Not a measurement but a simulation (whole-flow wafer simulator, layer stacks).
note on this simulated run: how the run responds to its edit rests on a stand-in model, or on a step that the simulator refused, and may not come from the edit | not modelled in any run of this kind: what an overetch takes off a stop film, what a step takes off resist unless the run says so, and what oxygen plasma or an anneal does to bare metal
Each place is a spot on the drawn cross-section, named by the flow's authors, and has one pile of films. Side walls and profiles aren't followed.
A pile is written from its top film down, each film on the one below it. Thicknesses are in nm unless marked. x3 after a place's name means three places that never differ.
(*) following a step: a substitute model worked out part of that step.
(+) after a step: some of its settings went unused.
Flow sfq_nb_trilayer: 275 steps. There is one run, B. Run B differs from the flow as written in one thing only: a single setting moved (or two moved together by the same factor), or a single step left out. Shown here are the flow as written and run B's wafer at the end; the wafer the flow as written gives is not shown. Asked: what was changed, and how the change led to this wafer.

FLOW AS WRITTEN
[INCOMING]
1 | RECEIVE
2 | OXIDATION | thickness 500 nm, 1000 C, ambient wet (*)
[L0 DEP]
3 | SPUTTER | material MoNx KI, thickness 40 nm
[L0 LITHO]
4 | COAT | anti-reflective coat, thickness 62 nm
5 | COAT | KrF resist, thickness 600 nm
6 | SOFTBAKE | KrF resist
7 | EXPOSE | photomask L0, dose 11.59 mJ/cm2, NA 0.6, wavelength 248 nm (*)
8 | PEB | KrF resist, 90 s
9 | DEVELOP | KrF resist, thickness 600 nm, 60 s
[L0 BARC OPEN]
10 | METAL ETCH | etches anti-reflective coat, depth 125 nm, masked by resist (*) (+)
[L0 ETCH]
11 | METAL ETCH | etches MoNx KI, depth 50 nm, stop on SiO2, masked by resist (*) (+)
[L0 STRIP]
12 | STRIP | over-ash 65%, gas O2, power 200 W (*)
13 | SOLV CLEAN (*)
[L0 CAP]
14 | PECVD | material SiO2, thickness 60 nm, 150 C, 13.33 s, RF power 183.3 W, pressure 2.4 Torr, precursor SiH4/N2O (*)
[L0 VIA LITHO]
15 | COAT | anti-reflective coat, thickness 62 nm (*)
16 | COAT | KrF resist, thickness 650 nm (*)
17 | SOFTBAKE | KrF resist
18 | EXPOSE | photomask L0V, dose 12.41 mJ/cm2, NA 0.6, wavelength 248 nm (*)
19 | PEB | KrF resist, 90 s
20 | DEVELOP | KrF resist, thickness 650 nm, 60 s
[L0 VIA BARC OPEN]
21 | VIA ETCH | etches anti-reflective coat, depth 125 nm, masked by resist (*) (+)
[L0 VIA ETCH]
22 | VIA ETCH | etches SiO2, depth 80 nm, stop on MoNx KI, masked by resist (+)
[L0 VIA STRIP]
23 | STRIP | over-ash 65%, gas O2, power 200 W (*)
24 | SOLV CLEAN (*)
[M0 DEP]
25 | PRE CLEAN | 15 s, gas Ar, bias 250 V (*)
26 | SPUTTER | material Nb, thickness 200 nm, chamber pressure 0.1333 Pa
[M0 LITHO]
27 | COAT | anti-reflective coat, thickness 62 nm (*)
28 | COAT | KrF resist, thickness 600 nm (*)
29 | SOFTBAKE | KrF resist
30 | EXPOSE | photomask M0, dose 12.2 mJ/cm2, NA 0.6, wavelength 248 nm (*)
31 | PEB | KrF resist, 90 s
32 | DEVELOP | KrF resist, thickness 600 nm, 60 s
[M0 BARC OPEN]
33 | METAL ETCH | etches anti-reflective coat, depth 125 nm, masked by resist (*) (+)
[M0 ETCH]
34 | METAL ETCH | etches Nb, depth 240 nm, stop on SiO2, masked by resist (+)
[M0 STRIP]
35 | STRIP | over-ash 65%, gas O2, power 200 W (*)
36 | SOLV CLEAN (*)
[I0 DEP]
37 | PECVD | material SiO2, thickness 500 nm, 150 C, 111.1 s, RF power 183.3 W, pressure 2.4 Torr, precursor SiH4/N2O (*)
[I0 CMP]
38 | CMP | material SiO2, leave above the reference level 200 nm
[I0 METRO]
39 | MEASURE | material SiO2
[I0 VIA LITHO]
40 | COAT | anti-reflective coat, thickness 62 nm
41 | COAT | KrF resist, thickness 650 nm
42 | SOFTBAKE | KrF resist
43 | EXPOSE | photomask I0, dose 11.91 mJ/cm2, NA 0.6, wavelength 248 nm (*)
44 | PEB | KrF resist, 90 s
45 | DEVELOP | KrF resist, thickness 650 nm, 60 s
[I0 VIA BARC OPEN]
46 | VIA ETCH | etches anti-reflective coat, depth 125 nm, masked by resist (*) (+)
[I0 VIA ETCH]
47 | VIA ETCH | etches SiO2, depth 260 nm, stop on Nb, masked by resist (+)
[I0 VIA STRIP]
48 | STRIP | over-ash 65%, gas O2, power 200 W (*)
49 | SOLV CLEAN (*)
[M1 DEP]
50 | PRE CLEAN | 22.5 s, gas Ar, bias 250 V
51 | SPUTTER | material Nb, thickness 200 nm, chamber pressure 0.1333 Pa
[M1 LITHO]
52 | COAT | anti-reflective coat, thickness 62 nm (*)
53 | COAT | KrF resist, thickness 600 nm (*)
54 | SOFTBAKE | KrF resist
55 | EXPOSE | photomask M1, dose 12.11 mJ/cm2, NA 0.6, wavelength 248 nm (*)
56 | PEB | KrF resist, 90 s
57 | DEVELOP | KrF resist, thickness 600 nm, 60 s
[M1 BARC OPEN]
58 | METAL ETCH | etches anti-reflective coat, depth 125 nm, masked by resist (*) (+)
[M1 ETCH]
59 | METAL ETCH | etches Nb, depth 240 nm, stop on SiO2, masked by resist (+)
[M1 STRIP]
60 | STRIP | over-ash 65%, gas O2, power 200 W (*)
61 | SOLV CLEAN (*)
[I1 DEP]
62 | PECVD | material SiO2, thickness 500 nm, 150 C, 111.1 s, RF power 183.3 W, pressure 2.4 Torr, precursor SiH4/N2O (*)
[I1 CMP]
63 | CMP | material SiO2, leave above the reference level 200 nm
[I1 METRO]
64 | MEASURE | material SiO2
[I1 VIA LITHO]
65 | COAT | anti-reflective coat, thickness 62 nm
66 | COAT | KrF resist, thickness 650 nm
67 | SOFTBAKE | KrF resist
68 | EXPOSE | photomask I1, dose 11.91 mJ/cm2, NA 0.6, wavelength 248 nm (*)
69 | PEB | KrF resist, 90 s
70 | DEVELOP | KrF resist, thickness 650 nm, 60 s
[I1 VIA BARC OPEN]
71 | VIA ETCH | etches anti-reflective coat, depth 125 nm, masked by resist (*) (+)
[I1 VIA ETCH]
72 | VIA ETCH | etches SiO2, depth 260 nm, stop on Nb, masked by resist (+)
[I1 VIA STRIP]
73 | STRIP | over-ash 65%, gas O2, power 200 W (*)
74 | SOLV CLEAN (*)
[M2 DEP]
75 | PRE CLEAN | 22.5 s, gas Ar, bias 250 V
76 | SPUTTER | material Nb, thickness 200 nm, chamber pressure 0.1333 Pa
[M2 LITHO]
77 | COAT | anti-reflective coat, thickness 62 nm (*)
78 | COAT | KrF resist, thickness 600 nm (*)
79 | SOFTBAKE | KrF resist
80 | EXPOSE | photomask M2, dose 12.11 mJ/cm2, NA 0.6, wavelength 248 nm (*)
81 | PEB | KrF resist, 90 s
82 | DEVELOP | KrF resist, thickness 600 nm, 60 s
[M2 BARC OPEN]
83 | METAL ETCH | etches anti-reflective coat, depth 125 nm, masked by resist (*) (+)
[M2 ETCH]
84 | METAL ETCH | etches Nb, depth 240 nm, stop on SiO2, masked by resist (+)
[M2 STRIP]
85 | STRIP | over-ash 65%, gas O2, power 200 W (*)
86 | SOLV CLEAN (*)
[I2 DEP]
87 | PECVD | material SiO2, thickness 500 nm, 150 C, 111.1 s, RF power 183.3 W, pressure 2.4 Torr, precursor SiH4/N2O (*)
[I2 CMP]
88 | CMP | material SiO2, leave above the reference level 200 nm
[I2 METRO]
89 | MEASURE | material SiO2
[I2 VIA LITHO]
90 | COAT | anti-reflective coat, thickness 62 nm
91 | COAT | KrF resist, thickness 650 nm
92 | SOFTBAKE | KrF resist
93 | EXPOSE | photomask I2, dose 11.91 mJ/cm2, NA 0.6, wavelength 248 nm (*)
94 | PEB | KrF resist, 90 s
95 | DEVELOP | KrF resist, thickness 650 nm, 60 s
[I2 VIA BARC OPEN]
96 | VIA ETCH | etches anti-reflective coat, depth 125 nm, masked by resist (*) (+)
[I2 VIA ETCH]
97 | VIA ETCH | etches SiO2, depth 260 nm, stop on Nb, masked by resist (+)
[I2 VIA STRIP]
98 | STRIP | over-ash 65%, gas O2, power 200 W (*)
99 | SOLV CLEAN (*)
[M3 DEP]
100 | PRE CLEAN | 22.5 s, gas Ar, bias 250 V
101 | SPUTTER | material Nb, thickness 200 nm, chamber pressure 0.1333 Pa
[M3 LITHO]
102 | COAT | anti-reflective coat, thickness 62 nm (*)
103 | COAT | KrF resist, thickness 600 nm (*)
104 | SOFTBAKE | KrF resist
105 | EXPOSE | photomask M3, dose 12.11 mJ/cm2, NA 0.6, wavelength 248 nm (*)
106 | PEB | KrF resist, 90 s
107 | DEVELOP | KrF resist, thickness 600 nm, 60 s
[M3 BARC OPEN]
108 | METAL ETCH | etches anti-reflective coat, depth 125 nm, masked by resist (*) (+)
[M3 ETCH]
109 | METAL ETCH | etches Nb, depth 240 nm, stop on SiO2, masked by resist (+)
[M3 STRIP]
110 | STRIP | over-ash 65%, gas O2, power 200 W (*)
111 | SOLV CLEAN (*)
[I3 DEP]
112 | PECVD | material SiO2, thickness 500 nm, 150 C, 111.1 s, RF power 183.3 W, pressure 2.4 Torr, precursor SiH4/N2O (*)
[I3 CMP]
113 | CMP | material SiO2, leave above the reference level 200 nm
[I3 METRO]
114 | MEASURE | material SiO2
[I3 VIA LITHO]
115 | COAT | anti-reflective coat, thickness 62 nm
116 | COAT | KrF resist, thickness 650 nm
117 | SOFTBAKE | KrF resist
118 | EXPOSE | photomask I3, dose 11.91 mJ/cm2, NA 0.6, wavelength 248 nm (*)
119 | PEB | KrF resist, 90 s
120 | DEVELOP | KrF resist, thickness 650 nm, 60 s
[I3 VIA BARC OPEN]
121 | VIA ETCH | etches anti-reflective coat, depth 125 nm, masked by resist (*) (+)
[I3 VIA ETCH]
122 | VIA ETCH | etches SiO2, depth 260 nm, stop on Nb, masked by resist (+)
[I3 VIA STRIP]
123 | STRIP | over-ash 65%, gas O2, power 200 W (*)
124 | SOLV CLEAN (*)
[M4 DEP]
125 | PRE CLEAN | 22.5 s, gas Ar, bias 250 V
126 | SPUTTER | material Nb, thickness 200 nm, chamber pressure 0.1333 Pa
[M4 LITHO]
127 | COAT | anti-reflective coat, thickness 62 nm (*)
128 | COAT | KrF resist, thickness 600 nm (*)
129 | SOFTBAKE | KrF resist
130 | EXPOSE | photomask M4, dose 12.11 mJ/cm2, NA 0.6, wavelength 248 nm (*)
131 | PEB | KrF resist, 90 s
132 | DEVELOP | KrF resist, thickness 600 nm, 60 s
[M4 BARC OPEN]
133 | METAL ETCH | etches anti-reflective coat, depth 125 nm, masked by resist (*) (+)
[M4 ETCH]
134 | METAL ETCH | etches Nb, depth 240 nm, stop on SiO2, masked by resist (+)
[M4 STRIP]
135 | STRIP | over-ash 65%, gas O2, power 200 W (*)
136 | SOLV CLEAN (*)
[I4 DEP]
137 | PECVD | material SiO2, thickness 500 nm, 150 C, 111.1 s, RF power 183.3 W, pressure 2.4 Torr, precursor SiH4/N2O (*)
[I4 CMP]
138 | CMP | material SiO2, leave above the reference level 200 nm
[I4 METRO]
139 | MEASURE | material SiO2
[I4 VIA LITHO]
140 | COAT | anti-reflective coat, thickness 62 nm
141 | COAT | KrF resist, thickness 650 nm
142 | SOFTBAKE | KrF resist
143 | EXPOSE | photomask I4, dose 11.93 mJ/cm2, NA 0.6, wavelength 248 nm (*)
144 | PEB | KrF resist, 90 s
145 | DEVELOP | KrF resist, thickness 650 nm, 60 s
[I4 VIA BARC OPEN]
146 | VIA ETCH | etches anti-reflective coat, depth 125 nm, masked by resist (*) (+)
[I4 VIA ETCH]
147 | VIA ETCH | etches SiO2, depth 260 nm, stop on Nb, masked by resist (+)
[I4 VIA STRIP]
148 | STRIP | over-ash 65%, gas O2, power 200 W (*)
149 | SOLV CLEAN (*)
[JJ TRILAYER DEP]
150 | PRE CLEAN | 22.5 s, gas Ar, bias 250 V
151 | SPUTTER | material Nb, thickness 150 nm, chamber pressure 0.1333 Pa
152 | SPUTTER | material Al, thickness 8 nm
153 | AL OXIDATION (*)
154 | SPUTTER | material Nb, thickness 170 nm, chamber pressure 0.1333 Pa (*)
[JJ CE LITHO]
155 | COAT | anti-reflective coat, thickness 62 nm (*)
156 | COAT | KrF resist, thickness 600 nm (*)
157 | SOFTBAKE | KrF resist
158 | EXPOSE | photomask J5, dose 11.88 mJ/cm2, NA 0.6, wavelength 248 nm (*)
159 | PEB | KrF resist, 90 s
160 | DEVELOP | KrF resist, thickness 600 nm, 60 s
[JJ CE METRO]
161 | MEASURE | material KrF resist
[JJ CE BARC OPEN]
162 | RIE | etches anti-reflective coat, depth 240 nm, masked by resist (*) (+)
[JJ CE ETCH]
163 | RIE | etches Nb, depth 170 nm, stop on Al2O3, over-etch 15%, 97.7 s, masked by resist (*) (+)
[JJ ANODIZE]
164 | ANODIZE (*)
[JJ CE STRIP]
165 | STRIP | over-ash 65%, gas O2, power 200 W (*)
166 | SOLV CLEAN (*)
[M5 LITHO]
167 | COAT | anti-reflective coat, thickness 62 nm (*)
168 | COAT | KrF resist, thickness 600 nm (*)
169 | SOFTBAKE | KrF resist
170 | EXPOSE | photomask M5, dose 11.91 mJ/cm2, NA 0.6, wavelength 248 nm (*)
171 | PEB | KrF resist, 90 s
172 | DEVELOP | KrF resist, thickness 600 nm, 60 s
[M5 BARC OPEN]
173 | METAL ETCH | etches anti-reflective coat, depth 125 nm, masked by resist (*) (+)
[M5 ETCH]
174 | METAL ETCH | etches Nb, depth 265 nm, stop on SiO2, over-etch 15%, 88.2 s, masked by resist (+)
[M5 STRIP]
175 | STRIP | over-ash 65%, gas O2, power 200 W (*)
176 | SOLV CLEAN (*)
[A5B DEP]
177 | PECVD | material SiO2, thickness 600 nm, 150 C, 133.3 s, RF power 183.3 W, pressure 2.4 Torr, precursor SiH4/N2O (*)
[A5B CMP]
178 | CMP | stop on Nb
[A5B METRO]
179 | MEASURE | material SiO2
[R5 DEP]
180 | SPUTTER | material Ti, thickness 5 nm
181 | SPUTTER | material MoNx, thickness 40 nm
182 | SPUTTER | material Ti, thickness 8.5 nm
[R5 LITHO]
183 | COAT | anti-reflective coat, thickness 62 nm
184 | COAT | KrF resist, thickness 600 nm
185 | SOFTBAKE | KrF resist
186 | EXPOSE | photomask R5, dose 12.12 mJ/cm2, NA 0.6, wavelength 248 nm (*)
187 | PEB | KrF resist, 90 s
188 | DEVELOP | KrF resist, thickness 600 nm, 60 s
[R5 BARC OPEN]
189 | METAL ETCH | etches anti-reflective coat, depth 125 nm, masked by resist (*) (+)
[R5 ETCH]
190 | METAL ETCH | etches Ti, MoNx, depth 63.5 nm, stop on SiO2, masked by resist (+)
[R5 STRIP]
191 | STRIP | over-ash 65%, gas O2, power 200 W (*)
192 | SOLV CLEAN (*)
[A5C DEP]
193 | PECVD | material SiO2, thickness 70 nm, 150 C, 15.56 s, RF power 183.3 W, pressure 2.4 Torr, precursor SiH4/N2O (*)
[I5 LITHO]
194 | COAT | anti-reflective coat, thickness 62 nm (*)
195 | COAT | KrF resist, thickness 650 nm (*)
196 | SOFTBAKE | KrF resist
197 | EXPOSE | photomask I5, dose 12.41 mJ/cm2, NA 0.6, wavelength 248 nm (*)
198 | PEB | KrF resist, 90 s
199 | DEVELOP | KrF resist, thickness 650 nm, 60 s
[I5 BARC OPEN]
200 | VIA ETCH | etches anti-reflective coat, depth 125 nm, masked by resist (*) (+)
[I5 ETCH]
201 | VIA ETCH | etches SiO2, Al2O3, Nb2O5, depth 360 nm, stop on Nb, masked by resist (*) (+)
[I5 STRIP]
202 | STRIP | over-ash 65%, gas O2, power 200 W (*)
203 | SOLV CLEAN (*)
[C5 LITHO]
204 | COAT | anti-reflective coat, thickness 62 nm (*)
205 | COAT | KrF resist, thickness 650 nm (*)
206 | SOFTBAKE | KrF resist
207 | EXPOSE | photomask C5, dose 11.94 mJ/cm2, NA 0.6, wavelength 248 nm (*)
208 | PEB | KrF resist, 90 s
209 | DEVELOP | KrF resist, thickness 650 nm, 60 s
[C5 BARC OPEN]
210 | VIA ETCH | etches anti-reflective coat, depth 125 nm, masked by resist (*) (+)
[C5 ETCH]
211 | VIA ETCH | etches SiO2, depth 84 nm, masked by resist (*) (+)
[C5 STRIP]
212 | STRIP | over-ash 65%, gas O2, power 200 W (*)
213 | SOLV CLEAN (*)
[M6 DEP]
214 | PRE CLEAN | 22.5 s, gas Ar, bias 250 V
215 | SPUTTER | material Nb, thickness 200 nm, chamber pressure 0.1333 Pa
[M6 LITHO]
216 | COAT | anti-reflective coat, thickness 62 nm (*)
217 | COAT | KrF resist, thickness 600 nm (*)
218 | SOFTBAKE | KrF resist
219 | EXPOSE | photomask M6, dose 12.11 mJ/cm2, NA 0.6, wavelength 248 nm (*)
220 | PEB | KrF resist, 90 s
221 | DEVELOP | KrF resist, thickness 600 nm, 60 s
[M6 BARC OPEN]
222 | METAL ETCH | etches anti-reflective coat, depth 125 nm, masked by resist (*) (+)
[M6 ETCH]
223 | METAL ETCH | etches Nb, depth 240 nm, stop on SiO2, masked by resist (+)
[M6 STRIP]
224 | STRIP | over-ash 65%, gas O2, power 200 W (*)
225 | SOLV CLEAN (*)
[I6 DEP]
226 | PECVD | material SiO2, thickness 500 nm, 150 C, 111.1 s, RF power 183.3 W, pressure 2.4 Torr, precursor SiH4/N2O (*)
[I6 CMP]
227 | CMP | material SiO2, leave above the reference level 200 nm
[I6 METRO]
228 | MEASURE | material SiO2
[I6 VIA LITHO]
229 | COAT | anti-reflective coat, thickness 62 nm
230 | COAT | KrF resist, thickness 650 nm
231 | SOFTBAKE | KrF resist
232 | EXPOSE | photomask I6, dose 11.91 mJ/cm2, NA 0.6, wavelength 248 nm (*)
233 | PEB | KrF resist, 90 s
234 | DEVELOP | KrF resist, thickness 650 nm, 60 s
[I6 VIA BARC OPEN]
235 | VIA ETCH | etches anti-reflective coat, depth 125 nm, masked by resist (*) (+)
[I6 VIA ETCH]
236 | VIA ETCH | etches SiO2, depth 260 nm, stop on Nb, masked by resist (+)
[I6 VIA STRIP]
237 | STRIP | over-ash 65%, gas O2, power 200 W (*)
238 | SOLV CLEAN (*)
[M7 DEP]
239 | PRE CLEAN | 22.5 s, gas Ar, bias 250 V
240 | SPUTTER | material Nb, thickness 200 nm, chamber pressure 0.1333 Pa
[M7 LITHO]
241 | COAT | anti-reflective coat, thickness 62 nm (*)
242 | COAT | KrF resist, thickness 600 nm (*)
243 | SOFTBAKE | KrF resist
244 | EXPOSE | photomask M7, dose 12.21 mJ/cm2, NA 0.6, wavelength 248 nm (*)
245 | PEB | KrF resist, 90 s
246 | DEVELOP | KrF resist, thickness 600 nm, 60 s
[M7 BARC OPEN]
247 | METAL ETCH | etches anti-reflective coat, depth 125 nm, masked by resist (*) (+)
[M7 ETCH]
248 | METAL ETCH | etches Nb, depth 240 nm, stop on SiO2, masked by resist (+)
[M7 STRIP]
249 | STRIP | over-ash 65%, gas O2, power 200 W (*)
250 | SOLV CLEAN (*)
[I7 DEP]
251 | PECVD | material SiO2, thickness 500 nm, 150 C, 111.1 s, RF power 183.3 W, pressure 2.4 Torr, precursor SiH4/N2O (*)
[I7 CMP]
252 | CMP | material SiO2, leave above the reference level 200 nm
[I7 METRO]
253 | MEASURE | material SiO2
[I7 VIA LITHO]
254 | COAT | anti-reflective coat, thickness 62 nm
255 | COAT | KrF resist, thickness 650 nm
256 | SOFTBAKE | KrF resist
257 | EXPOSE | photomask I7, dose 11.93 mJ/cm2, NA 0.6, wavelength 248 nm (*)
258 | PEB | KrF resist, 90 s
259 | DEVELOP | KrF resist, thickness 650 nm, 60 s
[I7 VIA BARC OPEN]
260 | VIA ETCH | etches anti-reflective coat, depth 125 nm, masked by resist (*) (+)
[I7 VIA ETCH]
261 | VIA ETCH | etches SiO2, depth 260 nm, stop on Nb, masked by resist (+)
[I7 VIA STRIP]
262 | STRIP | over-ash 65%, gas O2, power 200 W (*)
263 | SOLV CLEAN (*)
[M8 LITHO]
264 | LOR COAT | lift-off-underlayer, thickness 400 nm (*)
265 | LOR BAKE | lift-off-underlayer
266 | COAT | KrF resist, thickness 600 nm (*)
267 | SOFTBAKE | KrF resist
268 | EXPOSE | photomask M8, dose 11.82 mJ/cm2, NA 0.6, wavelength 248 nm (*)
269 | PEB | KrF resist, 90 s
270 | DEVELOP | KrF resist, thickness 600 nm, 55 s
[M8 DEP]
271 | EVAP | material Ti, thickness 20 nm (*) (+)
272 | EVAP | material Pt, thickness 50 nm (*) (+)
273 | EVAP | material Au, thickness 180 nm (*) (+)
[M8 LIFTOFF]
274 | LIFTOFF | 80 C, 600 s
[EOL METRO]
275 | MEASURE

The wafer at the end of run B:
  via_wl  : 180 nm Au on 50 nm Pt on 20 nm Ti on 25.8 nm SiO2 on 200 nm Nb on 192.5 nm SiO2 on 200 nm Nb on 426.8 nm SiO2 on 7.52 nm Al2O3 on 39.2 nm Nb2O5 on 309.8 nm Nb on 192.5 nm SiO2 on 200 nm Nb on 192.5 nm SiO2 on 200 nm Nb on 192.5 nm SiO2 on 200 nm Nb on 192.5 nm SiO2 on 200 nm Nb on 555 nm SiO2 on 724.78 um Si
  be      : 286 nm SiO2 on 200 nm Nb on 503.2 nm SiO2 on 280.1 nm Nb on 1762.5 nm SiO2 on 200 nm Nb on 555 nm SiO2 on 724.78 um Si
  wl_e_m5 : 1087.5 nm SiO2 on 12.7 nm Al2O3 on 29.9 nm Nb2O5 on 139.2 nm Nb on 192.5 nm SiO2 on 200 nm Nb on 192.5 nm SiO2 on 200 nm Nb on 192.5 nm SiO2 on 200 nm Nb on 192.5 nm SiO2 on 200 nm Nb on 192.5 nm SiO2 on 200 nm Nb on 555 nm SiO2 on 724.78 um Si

What caused this: step 252, CMP: leave above the reference level 286 nm was run, while the flow as written has leave above the reference level 200 nm.
One can read it off the wafer: be has SiO2 286, and step 252 as written asks for 200 nm.

Step by step, how the change led to this:
  252 | CMP | material SiO2, leave above the reference level 200 nm
      field_r, lsp_l: nothing (in the flow as written it would be: -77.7 SiO2)
      field_l, p4_fl, p4_fm and 56 more: -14 SiO2 (in the flow as written it would be: -100 SiO2)
      (also at 45 further places)
  254 | COAT | anti-reflective coat, thickness 62 nm
      field_r: +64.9 anti-reflective coat (new film) (in the flow as written it would be: +62 anti-reflective coat (new film))
      lsp_l: +63.9 anti-reflective coat (new film) (in the flow as written it would be: +62 anti-reflective coat (new film))
  261 | VIA ETCH | etches SiO2, depth 260 nm, stop on Nb, masked by resist (+)
      via_wl, via_w, via_wr: -260 SiO2 (in the flow as written it would be: -199.8 SiO2 (all of it))
  262 | STRIP | over-ash 65%, gas O2, power 200 W (*)
      field_r: -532 KrF resist (all of it), -64.9 anti-reflective coat (all of it) (in the flow as written it would be: -528.6 KrF resist (all of it), -62 anti-reflective coat (all of it))
      lsp_l: -532.8 KrF resist (all of it), -63.9 anti-reflective coat (all of it) (in the flow as written it would be: -528.6 KrF resist (all of it), -62 anti-reflective coat (all of it))
  264 | LOR COAT | lift-off-underlayer, thickness 400 nm (*)
      via_wl, via_wr: +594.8 lift-off-underlayer (new film) (in the flow as written it would be: +549.8 lift-off-underlayer (new film))
      v_sur: +360.2 lift-off-underlayer (new film) (in the flow as written it would be: +369.4 lift-off-underlayer (new film))
      (also at 1 further place)
  270 | DEVELOP | KrF resist, thickness 600 nm, 55 s
      v_sur: -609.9 KrF resist (all of it), -360.2 lift-off-underlayer (all of it) (in the flow as written it would be: -607.3 KrF resist (all of it), -369.4 lift-off-underlayer (all of it))
      via_wl: -631.4 KrF resist (all of it), -594.8 lift-off-underlayer (all of it) (in the flow as written it would be: -623.9 KrF resist (all of it), -549.8 lift-off-underlayer (all of it))
      (also at 2 further places)
If metal films that touch count as one body, via_wl has 8 bodies (between them, from the top down: SiO2 25.8; SiO2 192.5; SiO2 426.8 / Al2O3 7.52 / Nb2O5 39.2; SiO2 192.5; SiO2 192.5; SiO2 192.5; SiO2 192.5); the flow as written gives 7 bodies (between them, from the top down: SiO2 192.5; SiO2 426.8 / Al2O3 7.52 / Nb2O5 39.2; SiO2 192.5; SiO2 192.5; SiO2 192.5; SiO2 192.5).
